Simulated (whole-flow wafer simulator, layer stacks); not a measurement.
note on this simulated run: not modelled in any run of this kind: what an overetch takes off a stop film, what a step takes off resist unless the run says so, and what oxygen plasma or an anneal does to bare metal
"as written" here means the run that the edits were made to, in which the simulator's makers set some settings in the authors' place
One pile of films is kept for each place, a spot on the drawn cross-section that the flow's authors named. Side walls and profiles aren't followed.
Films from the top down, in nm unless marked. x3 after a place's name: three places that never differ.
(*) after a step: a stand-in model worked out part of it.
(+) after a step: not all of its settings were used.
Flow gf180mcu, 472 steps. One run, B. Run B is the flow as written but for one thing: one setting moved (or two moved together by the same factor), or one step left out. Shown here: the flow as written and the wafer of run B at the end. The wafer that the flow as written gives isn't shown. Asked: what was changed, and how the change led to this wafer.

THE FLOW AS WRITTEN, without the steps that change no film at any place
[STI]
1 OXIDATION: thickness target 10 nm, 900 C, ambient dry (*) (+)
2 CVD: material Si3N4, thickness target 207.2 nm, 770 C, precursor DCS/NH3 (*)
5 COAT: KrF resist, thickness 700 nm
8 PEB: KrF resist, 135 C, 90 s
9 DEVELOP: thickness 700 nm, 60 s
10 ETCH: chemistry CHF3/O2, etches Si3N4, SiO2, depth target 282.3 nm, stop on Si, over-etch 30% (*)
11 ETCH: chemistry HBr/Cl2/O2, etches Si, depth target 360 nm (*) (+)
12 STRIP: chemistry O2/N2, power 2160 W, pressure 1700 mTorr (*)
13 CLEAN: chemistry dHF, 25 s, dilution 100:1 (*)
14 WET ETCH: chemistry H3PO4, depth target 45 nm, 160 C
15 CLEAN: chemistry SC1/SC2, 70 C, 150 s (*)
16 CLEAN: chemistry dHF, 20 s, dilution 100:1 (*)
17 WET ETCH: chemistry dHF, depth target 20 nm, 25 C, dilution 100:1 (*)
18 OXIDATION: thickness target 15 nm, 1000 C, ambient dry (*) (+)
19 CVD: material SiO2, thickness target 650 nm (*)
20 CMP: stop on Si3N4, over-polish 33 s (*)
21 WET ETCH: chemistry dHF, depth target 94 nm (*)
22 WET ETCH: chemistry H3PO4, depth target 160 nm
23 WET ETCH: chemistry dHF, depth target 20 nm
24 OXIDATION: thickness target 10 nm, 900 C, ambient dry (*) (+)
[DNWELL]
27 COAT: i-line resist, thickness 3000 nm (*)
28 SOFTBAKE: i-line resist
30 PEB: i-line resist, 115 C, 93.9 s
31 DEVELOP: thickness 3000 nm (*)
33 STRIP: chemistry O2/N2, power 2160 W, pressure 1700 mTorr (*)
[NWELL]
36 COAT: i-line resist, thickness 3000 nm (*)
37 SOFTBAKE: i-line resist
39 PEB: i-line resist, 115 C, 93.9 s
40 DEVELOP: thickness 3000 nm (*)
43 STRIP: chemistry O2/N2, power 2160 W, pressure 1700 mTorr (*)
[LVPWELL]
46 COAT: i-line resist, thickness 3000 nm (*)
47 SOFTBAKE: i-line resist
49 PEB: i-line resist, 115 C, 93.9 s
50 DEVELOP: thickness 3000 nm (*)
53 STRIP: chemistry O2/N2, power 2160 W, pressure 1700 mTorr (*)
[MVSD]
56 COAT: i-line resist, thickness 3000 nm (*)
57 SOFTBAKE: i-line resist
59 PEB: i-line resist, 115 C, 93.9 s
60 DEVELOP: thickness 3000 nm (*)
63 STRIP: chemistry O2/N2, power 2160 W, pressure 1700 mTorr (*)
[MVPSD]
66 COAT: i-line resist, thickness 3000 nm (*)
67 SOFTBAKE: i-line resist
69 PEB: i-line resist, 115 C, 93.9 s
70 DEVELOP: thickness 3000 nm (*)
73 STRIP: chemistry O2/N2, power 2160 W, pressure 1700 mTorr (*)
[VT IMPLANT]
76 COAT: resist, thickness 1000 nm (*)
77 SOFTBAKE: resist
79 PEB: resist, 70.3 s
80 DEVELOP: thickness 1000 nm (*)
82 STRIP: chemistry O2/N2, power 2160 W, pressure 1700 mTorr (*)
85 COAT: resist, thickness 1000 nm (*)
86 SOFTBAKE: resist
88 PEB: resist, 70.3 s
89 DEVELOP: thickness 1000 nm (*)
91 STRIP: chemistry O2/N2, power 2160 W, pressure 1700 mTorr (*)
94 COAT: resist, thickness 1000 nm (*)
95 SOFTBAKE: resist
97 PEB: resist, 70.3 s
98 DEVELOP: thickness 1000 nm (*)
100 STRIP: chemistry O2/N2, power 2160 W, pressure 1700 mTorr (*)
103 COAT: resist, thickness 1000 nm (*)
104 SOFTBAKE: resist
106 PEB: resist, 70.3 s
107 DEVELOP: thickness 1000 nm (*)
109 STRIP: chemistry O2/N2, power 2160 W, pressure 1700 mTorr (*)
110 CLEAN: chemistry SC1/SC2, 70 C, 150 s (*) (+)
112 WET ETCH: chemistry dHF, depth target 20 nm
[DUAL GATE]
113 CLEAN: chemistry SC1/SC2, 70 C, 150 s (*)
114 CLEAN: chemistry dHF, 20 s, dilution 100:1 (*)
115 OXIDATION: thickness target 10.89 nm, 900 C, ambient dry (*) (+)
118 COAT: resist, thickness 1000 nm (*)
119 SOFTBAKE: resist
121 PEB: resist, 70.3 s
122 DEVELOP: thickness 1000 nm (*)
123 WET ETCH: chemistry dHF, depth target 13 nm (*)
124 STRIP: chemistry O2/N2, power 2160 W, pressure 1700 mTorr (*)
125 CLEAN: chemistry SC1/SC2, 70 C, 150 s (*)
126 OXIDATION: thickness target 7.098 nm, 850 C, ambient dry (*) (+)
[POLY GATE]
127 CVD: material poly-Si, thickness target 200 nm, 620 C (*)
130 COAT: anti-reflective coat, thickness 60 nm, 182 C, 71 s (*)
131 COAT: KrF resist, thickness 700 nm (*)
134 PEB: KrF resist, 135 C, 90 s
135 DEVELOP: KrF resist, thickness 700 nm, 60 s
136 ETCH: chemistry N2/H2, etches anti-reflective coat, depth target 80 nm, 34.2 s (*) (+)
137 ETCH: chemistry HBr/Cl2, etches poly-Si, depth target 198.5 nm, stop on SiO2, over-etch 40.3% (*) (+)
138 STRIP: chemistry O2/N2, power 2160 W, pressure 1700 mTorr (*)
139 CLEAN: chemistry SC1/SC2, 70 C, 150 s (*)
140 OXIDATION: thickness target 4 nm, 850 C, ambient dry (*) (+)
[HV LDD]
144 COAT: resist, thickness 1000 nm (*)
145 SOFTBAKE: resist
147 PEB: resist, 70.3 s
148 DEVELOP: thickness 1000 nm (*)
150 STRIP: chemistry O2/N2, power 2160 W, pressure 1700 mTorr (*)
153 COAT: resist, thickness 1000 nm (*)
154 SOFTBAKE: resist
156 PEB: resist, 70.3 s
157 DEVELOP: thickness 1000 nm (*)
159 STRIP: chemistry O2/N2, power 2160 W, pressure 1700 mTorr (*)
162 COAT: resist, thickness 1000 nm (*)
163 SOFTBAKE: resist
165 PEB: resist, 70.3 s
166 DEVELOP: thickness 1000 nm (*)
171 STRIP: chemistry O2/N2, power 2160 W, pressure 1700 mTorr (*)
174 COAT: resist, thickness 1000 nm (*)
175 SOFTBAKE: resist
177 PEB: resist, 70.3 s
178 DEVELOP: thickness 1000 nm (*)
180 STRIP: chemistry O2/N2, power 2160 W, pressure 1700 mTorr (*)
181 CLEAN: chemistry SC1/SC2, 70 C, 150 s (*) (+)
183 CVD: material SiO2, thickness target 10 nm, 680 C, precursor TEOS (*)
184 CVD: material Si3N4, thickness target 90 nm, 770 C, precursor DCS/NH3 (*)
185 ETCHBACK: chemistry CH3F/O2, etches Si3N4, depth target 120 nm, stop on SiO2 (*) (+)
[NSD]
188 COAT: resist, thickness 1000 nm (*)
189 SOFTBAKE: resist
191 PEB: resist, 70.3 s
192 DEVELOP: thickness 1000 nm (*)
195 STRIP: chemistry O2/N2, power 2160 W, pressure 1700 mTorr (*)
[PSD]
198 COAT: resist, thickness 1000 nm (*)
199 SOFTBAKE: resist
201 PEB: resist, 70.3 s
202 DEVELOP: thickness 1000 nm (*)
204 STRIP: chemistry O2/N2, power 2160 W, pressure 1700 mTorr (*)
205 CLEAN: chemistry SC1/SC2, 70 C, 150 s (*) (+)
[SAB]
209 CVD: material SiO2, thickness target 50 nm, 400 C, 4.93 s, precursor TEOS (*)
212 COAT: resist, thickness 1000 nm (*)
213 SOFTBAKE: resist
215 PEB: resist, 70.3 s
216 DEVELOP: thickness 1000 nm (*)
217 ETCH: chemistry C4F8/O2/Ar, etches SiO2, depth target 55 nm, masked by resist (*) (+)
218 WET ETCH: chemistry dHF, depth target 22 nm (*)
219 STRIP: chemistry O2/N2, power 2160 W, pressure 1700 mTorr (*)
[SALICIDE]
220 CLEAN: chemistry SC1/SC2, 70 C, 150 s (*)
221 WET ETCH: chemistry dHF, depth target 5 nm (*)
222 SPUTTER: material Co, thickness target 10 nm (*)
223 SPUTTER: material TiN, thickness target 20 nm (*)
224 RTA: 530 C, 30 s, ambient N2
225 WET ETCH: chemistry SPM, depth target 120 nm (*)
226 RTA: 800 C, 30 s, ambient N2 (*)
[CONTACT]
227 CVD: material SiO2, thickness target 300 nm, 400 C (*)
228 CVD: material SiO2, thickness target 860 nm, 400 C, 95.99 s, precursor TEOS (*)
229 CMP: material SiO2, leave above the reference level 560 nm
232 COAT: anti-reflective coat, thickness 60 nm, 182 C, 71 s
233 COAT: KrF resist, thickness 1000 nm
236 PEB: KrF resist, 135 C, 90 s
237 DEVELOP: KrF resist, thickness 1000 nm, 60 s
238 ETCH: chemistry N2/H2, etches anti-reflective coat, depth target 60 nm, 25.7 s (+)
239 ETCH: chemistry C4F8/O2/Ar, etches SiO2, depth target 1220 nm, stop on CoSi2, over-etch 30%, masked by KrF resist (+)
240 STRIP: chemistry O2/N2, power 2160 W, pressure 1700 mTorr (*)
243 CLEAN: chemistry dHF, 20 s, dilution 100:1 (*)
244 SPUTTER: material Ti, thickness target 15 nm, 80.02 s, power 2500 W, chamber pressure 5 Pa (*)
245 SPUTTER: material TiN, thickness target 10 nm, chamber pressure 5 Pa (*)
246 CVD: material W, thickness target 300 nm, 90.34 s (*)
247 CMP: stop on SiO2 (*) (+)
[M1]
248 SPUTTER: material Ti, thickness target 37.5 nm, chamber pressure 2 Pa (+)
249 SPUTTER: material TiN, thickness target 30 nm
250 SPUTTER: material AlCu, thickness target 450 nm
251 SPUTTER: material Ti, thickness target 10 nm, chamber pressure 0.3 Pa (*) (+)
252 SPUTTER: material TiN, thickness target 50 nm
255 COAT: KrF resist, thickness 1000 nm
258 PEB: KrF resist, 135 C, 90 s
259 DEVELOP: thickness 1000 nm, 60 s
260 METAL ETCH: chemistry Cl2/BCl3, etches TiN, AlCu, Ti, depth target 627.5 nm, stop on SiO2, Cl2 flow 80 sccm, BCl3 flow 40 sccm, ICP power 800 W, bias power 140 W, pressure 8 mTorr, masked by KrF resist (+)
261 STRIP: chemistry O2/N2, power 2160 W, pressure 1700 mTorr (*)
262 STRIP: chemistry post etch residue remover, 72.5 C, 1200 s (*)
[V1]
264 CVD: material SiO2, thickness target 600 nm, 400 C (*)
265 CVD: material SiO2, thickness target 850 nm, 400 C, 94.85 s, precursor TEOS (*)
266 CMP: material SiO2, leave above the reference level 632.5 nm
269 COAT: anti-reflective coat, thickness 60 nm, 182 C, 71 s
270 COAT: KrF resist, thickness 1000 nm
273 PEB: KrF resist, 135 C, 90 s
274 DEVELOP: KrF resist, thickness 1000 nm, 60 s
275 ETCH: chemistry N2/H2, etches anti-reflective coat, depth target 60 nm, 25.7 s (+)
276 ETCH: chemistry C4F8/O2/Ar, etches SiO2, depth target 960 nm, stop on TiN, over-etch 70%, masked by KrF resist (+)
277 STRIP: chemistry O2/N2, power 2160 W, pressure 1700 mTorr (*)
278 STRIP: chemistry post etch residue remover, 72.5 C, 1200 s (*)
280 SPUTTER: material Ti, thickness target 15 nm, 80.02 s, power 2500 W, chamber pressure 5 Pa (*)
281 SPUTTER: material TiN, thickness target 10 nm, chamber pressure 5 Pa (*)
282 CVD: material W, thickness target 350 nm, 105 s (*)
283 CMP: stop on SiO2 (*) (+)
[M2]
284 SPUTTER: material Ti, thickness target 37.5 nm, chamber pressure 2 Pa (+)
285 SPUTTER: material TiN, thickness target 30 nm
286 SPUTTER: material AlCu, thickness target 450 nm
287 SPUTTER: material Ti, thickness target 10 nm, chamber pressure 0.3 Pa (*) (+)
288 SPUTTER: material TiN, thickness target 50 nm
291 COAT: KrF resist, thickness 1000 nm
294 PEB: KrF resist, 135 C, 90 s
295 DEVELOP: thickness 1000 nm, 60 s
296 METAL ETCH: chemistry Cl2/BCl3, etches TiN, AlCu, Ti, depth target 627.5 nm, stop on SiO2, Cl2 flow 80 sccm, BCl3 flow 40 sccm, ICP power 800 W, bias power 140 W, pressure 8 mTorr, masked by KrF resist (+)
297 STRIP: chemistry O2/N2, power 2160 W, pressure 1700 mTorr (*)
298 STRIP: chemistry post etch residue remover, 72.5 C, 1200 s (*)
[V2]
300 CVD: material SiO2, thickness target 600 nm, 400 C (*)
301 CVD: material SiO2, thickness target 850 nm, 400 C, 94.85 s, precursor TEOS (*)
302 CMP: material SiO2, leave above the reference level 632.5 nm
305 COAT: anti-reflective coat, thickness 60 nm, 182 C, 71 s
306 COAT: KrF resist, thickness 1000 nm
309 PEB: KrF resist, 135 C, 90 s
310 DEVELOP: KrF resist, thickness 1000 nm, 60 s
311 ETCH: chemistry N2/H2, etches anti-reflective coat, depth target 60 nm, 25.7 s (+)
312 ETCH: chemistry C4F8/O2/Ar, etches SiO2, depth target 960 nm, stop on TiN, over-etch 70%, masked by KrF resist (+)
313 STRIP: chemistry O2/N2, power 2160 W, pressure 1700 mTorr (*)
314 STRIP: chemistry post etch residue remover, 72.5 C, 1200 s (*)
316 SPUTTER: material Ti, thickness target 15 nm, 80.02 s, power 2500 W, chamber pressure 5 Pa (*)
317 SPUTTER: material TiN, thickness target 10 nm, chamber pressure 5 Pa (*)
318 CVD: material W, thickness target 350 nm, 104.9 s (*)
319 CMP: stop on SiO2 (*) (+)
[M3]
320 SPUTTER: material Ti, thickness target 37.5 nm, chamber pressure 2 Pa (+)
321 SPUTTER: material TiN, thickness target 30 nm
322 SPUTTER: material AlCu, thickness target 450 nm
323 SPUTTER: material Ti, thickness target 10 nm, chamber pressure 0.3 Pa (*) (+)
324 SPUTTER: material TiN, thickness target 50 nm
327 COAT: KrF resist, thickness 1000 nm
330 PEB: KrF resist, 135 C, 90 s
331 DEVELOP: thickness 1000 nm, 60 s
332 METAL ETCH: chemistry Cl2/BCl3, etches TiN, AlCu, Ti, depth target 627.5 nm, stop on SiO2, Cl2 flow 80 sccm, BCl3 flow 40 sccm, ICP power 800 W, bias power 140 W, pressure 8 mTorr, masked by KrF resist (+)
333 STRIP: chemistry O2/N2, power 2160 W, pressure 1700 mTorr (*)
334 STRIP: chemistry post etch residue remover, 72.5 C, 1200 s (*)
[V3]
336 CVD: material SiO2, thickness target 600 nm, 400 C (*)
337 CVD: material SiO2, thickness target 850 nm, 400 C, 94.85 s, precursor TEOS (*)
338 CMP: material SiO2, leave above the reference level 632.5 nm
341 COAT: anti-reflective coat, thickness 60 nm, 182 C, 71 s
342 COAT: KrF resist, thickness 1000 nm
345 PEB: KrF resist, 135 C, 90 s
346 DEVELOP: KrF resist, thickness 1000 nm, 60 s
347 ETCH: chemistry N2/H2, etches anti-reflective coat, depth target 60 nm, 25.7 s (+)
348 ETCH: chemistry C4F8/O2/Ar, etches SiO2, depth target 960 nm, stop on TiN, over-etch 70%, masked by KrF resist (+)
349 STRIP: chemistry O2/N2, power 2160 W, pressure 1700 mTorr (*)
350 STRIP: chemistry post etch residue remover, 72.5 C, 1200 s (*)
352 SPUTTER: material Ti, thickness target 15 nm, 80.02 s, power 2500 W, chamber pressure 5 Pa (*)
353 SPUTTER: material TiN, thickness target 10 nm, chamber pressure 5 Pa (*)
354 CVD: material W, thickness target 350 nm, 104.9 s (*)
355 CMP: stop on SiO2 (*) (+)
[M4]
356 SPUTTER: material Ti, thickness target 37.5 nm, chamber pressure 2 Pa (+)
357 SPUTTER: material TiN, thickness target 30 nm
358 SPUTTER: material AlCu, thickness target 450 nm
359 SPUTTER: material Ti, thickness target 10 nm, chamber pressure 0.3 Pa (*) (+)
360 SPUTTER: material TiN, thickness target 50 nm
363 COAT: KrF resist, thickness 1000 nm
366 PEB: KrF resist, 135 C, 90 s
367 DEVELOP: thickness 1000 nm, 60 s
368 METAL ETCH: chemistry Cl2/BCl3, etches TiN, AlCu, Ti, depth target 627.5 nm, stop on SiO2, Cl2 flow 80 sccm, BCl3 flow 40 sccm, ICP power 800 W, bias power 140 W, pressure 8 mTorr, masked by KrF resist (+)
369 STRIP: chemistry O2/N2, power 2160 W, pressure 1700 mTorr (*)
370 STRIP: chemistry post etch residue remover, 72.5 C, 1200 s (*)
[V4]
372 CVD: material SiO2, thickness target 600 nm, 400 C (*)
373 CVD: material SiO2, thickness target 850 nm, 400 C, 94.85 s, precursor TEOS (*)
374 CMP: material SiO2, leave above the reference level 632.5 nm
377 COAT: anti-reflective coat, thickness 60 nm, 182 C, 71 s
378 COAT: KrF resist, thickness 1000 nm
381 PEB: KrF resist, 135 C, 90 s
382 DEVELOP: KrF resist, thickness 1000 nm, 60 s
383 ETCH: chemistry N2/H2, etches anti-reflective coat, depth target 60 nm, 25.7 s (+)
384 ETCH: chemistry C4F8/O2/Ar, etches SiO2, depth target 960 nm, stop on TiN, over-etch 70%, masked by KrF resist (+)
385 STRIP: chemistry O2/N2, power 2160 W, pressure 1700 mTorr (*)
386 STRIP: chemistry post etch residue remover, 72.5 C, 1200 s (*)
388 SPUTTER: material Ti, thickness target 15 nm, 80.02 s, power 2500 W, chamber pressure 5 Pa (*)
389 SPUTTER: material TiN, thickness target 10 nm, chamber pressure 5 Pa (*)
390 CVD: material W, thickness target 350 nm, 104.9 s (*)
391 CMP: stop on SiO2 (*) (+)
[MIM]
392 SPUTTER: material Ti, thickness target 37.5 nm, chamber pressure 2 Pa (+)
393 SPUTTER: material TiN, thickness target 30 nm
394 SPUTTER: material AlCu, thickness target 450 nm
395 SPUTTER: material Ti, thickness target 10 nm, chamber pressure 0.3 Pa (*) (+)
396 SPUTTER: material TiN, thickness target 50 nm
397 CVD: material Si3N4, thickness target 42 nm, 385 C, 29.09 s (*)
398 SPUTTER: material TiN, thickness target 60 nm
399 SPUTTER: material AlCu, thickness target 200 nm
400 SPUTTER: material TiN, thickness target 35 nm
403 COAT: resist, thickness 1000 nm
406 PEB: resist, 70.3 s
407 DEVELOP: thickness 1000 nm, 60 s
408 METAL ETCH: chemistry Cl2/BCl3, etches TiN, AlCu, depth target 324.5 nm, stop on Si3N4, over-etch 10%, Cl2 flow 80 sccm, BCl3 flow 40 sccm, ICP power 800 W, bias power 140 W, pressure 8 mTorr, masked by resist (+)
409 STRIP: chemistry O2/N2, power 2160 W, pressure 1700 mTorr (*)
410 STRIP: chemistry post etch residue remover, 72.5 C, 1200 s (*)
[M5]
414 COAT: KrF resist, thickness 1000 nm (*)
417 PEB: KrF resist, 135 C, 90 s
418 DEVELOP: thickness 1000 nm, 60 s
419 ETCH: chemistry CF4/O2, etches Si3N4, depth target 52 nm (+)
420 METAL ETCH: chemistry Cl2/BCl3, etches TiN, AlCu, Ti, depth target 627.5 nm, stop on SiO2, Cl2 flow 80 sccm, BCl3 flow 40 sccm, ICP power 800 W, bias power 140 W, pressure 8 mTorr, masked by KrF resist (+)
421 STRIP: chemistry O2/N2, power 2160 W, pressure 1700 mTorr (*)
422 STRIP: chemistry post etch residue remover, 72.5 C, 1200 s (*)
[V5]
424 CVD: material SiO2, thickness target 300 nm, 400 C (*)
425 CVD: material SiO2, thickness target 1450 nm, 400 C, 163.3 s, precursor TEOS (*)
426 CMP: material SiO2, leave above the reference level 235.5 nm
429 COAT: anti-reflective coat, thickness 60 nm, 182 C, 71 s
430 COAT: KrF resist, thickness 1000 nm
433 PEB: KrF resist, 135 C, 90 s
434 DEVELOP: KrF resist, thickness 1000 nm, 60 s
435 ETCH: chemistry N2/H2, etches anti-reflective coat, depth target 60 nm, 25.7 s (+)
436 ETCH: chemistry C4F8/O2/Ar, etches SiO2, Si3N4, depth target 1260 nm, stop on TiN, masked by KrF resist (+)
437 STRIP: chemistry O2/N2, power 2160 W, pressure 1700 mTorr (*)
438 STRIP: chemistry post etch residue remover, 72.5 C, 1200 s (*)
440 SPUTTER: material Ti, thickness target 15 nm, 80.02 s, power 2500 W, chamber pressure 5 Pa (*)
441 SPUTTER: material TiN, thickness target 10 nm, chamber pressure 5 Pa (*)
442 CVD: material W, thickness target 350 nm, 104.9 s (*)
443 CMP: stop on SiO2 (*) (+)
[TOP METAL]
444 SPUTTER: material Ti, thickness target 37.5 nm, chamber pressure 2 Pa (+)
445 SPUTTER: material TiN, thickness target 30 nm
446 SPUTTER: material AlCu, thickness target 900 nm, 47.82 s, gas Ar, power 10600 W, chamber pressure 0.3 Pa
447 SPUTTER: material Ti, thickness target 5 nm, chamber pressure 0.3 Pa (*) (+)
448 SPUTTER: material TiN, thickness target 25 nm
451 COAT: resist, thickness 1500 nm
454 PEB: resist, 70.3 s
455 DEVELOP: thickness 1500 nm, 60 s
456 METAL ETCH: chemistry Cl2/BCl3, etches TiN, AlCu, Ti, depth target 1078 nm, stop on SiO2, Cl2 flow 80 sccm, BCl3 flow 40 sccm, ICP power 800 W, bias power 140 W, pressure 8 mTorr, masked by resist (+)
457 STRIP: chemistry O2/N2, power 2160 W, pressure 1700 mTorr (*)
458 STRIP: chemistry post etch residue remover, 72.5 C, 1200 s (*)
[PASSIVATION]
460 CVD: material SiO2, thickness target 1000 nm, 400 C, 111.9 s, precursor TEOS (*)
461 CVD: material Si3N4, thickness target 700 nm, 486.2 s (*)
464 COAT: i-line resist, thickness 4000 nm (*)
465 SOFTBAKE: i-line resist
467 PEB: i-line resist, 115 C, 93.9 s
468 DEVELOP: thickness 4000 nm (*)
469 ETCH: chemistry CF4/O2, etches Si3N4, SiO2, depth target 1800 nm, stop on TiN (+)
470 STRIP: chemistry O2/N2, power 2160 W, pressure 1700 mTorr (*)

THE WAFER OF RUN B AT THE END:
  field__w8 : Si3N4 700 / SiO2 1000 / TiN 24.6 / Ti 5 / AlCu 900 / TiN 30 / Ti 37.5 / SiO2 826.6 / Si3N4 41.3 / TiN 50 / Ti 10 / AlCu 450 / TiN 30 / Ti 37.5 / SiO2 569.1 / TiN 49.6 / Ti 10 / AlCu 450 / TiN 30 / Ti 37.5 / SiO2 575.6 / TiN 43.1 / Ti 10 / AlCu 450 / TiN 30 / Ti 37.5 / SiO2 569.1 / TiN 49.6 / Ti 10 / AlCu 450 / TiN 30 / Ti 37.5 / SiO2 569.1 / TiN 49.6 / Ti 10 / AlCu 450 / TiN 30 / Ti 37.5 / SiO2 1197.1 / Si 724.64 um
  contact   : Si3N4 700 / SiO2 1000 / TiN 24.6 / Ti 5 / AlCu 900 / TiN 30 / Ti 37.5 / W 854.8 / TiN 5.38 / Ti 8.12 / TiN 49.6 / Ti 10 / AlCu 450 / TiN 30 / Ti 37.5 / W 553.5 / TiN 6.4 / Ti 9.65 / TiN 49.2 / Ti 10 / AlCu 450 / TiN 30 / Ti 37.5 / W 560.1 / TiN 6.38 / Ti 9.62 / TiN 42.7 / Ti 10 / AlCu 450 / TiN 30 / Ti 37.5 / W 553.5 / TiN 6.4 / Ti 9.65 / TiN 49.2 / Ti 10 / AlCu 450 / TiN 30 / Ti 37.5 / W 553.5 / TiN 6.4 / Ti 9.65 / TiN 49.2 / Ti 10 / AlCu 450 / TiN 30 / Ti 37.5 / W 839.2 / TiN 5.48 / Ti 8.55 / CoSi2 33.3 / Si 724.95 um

The cause: step 324, SPUTTER: thickness target 43.5 nm was run, where the flow has thickness target 50 nm.

How the change led to this, step by step:
  324 SPUTTER: material TiN, thickness target 50 nm
      field, field__w1, field__w2 and 108 more: TiN +43.5 (new film) (as written it would be: TiN +50 (new film))
  332 METAL ETCH: chemistry Cl2/BCl3, etches TiN, AlCu, Ti, depth target 627.5 nm, stop on SiO2, Cl2 flow 80 sccm, BCl3 flow 40 sccm, ICP power 800 W, bias power 140 W, pressure 8 mTorr, masked by KrF resist (+)
      field, field__w1, field__w2 and 103 more: TiN -43.5 (all of it), Ti -10 (all of it), AlCu -450 (all of it), TiN -30 (all of it), Ti -37.5 (all of it) (as written it would be: TiN -50 (all of it), Ti -10 (all of it), AlCu -450 (all of it), TiN -30 (all of it), Ti -37.5 (all of it))
